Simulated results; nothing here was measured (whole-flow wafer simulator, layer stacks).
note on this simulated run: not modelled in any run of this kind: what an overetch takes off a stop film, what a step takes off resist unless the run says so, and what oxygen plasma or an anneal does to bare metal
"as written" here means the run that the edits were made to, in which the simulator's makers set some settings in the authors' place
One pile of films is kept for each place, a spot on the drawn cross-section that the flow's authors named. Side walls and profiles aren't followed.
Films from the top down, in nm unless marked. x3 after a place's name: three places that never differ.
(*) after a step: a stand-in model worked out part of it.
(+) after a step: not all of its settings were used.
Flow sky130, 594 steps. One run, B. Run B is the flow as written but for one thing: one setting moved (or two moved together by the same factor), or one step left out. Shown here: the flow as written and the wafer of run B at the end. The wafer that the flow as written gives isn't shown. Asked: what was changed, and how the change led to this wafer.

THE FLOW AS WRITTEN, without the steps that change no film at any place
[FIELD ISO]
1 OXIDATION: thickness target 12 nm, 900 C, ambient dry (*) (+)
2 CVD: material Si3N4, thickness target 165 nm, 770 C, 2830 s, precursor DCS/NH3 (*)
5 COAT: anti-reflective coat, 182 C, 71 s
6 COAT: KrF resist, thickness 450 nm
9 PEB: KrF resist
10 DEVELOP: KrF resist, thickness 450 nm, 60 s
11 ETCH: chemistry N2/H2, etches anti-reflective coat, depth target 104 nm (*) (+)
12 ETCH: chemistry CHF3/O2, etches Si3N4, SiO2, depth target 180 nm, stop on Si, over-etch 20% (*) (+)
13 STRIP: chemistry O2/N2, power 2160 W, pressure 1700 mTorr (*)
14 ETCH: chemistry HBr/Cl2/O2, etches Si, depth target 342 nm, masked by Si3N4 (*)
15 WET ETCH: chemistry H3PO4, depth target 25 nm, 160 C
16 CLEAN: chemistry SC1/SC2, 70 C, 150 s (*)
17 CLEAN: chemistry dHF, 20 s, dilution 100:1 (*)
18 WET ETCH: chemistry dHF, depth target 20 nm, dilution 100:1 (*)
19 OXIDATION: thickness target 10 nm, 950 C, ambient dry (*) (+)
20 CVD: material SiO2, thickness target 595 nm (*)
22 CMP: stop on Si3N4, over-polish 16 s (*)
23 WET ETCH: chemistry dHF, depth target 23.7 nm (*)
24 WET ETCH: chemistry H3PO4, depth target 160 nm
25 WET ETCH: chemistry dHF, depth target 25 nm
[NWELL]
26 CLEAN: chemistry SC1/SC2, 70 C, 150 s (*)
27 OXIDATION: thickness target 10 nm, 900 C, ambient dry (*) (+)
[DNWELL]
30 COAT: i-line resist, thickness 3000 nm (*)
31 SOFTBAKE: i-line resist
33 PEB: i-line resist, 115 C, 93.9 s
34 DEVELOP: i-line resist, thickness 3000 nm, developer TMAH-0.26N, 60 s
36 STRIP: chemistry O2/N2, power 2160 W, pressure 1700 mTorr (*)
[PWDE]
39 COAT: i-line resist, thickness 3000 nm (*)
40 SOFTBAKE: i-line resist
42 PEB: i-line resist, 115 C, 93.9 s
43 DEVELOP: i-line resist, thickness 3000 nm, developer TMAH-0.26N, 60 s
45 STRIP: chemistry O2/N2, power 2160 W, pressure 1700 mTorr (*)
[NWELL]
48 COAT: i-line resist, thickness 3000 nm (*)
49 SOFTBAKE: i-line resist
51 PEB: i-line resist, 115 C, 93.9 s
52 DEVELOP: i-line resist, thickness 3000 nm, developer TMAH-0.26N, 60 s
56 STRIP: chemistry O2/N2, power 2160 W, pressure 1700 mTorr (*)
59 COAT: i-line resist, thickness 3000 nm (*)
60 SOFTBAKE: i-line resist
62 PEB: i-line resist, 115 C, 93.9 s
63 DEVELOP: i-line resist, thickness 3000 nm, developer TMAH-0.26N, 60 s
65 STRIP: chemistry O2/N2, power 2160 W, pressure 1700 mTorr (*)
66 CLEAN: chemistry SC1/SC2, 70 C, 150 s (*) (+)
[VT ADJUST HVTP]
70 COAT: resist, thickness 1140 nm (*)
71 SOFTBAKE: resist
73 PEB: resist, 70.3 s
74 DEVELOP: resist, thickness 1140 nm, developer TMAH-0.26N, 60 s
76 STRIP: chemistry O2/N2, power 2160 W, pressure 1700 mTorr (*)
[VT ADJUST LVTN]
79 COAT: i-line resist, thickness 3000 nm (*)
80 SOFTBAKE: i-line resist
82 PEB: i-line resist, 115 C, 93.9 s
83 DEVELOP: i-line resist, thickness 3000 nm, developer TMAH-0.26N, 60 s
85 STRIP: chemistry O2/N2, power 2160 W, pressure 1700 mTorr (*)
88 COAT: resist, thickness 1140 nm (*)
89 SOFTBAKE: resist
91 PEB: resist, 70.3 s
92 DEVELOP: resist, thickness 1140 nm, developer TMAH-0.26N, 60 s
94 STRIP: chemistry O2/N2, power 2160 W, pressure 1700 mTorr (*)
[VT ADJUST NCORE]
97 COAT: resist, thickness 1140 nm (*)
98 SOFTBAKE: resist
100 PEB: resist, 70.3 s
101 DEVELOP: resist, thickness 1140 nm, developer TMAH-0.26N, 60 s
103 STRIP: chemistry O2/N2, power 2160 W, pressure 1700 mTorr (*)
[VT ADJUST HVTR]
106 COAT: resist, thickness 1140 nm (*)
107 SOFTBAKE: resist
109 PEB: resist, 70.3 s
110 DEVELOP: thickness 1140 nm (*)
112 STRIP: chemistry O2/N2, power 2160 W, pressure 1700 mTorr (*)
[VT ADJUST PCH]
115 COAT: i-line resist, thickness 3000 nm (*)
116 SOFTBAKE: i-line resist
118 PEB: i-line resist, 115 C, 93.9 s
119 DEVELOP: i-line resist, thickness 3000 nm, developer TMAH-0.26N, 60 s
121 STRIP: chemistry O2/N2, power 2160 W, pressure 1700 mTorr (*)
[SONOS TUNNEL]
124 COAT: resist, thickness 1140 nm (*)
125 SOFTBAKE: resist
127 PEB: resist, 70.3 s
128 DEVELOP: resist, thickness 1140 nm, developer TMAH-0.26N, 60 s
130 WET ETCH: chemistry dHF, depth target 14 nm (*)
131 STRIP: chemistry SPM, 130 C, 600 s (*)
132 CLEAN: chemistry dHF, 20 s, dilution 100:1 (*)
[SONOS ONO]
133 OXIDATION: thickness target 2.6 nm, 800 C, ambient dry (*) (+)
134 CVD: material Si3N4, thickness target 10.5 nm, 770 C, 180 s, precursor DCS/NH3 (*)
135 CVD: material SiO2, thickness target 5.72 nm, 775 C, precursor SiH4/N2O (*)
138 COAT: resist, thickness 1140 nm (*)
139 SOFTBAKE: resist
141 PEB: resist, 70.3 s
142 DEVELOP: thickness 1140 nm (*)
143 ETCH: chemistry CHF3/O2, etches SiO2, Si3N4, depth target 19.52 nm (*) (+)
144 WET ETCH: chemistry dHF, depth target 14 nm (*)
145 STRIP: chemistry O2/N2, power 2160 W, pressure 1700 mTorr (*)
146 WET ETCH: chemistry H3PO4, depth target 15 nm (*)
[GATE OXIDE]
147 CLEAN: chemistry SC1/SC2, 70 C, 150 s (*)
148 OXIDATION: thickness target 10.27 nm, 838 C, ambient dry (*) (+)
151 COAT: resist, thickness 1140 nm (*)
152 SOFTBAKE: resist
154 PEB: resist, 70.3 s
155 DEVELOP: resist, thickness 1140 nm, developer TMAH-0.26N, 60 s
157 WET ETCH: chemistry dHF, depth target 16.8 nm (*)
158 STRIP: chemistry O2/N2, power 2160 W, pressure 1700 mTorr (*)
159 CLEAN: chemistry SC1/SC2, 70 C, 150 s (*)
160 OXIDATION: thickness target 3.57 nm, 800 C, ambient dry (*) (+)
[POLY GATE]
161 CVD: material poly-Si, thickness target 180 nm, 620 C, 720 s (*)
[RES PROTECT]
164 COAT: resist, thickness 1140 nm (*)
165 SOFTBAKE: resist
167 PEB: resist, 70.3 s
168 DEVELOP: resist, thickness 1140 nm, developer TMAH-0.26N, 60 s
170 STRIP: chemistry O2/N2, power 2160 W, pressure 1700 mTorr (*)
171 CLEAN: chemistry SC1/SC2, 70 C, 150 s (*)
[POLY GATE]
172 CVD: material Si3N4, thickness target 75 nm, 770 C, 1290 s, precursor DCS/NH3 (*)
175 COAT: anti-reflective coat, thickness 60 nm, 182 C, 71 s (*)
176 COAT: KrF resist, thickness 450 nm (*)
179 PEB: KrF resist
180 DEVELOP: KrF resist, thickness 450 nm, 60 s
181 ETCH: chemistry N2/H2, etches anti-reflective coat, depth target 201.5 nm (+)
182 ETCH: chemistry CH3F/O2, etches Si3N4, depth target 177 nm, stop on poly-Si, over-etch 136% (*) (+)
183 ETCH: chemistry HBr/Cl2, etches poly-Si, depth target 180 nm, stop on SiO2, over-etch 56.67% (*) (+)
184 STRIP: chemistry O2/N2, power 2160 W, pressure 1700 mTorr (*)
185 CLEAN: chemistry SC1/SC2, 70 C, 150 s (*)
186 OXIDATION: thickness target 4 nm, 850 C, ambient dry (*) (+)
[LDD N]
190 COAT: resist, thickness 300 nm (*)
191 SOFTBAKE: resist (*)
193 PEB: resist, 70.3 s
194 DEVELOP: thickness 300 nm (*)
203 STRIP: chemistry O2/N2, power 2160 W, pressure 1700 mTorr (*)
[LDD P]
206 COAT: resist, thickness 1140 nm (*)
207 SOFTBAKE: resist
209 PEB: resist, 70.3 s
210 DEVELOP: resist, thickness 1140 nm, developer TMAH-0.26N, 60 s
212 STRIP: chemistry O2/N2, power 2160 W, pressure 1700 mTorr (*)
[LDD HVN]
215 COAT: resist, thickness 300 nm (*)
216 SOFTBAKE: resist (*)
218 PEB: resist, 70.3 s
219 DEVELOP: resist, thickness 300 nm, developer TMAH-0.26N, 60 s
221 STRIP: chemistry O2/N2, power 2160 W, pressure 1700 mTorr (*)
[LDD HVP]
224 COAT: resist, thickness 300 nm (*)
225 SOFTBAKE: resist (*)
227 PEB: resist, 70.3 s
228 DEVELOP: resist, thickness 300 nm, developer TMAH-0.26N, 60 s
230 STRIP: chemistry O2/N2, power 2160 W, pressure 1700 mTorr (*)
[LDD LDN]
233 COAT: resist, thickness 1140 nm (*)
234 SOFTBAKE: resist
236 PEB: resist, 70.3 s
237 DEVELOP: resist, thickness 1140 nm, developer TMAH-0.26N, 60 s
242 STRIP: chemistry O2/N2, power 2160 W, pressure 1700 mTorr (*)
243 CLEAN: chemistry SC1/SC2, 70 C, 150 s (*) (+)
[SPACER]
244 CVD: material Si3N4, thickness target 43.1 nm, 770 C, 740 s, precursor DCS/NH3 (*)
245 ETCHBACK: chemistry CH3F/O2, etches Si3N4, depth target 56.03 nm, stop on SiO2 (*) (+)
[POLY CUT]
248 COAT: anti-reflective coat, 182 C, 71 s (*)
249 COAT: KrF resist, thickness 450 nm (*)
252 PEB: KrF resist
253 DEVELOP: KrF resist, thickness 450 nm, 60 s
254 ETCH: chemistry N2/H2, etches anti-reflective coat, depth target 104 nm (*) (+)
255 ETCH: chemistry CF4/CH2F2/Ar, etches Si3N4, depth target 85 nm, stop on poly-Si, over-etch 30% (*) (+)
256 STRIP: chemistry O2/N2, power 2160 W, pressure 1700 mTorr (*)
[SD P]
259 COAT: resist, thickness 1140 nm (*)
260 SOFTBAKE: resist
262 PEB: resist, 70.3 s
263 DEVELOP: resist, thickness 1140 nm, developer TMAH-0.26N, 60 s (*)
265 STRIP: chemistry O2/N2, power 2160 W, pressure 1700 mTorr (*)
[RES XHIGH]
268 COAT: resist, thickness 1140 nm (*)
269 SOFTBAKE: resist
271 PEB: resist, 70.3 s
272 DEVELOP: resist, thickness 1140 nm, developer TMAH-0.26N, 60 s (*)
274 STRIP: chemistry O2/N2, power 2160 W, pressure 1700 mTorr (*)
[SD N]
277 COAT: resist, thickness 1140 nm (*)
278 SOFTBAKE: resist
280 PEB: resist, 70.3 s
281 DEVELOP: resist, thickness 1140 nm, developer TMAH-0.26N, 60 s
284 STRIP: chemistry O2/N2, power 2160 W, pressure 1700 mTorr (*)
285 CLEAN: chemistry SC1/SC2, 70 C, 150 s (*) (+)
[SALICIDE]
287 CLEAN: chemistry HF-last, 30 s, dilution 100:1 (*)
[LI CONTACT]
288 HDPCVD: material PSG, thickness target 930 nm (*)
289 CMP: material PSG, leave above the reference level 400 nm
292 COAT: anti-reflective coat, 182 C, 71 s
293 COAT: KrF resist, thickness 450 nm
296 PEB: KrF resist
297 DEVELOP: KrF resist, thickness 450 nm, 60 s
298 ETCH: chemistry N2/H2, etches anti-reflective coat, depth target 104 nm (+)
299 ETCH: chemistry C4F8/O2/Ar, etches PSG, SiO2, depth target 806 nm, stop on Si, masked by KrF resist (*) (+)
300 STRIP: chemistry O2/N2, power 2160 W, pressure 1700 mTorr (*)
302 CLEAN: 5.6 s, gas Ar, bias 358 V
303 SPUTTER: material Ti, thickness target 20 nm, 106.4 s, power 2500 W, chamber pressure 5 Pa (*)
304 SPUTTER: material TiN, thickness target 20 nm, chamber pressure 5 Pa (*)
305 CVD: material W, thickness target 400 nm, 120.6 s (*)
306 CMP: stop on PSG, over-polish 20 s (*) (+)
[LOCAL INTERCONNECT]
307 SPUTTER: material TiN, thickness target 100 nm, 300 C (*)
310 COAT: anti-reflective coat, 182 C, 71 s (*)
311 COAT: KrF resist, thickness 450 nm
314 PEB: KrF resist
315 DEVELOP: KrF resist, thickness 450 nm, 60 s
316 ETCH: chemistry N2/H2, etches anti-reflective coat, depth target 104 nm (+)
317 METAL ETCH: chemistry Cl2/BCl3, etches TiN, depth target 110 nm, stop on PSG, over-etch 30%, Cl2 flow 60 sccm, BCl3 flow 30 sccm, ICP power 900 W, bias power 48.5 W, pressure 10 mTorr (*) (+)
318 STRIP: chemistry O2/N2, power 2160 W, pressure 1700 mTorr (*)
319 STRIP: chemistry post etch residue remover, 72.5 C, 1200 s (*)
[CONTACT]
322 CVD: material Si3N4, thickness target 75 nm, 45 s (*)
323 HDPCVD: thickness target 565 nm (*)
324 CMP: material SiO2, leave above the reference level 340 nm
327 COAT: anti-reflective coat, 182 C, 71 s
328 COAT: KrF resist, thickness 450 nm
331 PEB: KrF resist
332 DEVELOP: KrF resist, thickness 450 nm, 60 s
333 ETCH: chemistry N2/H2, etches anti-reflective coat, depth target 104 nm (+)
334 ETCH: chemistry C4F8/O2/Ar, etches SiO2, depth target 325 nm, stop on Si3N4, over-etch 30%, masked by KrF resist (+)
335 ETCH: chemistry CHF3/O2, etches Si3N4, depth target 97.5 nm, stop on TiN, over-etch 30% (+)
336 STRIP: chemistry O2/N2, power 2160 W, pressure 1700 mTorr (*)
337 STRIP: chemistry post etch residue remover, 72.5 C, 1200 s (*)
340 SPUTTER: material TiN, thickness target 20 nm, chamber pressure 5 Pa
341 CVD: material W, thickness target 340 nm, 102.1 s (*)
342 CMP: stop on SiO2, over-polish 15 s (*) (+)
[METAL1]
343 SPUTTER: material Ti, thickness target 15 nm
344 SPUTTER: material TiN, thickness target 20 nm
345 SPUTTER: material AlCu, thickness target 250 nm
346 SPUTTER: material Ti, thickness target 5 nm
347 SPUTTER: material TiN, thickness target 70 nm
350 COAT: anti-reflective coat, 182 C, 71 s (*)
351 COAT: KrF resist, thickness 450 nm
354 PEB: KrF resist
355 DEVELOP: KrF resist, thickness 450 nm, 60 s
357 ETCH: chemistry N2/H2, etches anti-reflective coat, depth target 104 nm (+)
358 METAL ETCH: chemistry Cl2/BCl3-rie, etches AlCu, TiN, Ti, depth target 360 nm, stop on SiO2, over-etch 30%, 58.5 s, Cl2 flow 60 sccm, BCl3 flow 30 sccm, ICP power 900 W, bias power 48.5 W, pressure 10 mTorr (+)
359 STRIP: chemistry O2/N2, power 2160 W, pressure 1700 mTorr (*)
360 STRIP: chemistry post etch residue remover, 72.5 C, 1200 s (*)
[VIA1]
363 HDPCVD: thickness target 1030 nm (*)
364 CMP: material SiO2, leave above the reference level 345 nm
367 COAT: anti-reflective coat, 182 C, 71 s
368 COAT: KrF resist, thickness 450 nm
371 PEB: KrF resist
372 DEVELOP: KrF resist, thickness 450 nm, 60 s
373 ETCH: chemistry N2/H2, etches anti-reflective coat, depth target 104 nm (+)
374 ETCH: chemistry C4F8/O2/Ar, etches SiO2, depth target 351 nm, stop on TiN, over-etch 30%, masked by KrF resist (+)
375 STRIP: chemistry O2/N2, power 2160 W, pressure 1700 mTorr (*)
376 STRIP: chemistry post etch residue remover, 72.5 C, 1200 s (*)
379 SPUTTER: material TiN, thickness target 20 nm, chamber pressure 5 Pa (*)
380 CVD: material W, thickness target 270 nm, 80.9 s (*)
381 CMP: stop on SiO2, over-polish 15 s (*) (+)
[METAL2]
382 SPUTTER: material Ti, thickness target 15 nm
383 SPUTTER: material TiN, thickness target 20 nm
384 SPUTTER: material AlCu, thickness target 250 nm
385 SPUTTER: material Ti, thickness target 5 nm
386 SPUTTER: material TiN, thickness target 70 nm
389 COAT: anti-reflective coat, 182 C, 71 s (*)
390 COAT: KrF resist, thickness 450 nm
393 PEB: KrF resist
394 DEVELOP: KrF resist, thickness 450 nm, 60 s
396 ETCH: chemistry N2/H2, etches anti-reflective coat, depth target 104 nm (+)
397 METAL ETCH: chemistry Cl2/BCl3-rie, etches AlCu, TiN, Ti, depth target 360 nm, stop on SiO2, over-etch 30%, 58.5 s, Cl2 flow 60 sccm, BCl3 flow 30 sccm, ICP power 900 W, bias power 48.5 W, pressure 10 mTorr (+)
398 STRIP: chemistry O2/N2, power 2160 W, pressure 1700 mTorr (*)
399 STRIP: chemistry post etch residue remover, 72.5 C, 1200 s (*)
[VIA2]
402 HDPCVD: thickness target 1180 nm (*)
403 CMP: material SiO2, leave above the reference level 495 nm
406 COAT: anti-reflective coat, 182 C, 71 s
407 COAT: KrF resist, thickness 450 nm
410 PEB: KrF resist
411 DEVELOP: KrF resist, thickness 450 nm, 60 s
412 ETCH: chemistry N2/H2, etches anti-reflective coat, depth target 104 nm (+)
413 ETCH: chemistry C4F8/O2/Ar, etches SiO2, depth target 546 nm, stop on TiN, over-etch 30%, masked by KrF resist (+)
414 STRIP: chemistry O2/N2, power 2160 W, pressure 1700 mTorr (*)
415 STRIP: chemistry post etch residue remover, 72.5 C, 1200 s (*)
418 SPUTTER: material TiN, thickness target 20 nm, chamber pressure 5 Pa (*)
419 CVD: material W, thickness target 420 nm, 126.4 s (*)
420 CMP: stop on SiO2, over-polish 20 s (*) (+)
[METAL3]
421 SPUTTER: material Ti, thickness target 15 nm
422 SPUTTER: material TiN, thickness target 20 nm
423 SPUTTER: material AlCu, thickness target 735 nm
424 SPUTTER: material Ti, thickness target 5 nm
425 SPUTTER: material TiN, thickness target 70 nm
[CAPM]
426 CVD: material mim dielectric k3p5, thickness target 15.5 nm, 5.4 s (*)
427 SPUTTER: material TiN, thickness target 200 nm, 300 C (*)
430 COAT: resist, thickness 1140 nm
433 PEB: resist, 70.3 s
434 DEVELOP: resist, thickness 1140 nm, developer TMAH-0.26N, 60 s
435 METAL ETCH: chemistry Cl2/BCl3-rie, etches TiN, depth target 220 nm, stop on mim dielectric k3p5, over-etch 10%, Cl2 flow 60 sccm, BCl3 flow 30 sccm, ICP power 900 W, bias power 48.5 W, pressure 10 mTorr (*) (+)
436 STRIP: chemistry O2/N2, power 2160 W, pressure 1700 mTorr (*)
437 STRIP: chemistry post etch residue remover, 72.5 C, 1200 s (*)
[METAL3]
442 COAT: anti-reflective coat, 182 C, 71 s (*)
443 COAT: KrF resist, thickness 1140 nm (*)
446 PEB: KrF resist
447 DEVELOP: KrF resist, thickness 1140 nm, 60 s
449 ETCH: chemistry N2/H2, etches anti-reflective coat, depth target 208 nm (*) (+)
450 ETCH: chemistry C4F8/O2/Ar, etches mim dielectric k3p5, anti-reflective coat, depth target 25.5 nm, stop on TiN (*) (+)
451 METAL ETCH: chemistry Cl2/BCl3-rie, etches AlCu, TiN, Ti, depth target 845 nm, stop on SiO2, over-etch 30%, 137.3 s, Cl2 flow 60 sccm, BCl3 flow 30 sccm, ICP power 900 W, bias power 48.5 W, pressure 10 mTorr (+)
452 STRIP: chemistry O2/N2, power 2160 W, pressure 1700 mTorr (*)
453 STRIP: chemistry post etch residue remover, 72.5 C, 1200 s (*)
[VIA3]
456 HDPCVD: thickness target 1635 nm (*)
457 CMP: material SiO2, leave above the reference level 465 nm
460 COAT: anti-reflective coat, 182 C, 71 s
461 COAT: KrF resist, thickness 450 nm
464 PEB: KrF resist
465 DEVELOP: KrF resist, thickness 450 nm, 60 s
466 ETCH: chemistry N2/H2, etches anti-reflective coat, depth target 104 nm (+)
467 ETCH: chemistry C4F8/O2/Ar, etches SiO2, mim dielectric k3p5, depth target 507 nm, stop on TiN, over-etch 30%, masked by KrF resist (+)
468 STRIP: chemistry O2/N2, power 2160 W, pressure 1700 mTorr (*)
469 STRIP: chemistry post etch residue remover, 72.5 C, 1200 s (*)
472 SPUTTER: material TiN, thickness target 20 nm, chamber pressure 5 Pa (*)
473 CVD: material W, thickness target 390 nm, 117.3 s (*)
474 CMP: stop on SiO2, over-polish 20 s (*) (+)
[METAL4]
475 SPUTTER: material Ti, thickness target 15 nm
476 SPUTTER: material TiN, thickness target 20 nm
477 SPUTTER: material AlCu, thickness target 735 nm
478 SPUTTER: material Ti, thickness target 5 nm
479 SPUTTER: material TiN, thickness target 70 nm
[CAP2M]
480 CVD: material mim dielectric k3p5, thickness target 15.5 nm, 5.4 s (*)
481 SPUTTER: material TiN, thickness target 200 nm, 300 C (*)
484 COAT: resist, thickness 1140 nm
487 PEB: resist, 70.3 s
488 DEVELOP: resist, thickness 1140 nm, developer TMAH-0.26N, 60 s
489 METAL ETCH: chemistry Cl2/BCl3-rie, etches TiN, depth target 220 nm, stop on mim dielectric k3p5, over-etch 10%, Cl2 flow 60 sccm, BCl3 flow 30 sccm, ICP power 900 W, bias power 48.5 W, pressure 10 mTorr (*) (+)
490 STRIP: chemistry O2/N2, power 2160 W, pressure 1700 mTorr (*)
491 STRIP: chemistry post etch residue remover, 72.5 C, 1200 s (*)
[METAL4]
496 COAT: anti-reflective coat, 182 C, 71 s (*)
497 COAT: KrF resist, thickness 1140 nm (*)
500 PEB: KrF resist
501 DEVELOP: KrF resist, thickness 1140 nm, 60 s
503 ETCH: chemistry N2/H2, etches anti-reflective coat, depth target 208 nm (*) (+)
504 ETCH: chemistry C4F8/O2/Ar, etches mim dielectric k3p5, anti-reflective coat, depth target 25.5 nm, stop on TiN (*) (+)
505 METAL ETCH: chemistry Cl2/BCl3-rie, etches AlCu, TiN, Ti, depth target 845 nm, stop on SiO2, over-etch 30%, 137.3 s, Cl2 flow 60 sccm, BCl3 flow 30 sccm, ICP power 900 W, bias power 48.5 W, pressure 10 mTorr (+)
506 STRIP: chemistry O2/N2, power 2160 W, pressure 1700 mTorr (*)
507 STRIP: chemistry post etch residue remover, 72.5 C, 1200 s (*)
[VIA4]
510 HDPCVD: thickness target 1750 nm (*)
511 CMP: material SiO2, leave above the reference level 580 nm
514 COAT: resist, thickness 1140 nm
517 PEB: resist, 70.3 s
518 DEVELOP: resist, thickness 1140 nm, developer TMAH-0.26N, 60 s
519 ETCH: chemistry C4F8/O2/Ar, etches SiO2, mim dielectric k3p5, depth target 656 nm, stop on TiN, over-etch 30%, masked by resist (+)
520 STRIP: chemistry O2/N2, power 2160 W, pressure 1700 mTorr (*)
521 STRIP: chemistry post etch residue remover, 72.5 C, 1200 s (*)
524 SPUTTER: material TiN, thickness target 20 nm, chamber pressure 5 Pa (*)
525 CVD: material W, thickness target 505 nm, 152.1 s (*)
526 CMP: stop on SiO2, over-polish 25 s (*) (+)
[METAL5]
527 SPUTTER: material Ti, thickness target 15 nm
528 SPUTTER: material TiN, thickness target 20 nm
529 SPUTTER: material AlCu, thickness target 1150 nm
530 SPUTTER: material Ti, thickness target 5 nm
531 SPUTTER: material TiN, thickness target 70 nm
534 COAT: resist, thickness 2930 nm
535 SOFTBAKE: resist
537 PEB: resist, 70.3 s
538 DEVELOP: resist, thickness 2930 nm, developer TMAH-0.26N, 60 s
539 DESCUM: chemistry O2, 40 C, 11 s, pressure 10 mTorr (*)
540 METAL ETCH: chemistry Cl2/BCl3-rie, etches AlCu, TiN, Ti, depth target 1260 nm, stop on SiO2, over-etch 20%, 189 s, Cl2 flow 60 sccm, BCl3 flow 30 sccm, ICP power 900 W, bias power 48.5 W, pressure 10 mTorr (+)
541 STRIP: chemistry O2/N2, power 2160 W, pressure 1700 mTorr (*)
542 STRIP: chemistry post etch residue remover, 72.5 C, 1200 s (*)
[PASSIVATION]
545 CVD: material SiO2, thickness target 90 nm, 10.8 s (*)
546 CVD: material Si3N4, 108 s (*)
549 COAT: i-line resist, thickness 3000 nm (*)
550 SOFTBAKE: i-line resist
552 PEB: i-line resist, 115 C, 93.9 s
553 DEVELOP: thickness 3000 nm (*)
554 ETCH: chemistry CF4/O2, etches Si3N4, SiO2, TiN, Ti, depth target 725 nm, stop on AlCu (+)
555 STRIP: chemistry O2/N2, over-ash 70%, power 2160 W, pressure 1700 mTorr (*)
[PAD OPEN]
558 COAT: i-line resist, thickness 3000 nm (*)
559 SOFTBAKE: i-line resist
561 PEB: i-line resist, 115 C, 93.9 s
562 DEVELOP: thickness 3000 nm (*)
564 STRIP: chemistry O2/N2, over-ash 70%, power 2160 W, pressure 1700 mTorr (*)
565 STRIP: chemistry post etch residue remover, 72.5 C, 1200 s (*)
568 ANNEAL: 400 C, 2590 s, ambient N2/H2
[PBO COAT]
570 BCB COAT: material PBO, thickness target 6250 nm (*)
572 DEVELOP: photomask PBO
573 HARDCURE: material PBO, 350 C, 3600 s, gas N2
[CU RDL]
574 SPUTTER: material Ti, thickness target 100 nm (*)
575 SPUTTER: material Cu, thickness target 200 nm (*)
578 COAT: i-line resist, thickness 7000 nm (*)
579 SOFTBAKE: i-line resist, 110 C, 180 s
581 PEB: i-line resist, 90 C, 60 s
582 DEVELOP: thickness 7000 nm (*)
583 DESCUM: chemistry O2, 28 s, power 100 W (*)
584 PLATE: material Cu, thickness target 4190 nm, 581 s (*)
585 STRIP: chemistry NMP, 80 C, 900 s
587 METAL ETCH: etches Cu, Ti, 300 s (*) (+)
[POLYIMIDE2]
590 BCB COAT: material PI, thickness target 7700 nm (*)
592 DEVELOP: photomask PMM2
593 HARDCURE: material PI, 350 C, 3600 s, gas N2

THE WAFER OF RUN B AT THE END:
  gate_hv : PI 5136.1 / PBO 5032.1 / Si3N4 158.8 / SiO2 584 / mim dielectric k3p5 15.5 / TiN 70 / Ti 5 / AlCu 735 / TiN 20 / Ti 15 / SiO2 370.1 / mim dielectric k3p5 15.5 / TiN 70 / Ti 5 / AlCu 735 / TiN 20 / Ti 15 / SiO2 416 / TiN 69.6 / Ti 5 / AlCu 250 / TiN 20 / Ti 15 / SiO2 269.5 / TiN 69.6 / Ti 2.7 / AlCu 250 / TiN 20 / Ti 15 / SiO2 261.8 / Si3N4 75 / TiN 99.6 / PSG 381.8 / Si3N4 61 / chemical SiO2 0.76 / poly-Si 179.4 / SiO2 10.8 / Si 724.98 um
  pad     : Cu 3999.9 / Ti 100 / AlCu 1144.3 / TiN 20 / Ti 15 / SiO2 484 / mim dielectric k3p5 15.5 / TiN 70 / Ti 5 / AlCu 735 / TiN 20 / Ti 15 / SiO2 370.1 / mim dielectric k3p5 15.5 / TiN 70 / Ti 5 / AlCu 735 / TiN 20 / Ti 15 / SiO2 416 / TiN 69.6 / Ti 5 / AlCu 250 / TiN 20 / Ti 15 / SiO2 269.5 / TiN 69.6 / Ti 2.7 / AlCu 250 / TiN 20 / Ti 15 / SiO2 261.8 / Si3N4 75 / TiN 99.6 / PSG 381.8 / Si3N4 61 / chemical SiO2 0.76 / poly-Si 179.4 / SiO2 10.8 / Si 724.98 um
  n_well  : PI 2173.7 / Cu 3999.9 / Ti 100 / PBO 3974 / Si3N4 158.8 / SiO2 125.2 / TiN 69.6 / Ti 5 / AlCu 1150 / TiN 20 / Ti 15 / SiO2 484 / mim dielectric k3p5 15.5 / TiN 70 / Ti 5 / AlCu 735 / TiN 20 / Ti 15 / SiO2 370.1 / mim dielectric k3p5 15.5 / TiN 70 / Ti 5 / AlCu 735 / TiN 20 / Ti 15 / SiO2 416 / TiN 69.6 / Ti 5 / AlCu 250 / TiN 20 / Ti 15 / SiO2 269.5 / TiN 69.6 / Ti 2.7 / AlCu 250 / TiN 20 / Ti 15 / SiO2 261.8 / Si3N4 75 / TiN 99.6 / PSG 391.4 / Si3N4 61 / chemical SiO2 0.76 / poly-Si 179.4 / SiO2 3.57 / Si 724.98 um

The cause: step 346, SPUTTER: thickness target 2.7 nm was run, where the flow has thickness target 5 nm.
It can be read off the wafer: gate_hv has Ti 2.7, and step 346 as written asks for 5 nm.

How the change led to this, step by step:
  346 SPUTTER: material Ti, thickness target 5 nm
      field, active, n_well and 188 more: Ti +2.7 (new film) (as written it would be: Ti +5 (new film))
  358 METAL ETCH: chemistry Cl2/BCl3-rie, etches AlCu, TiN, Ti, depth target 360 nm, stop on SiO2, over-etch 30%, 58.5 s, Cl2 flow 60 sccm, BCl3 flow 30 sccm, ICP power 900 W, bias power 48.5 W, pressure 10 mTorr (+)
      field, active, gate and 81 more: TiN -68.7 (all of it), Ti -2.7 (all of it), AlCu -250 (all of it), TiN -20 (all of it), Ti -15 (all of it), SiO2 -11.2 (as written it would be: TiN -68.7 (all of it), Ti -5 (all of it), AlCu -250 (all of it), TiN -20 (all of it), Ti -15 (all of it), SiO2 -10.9)
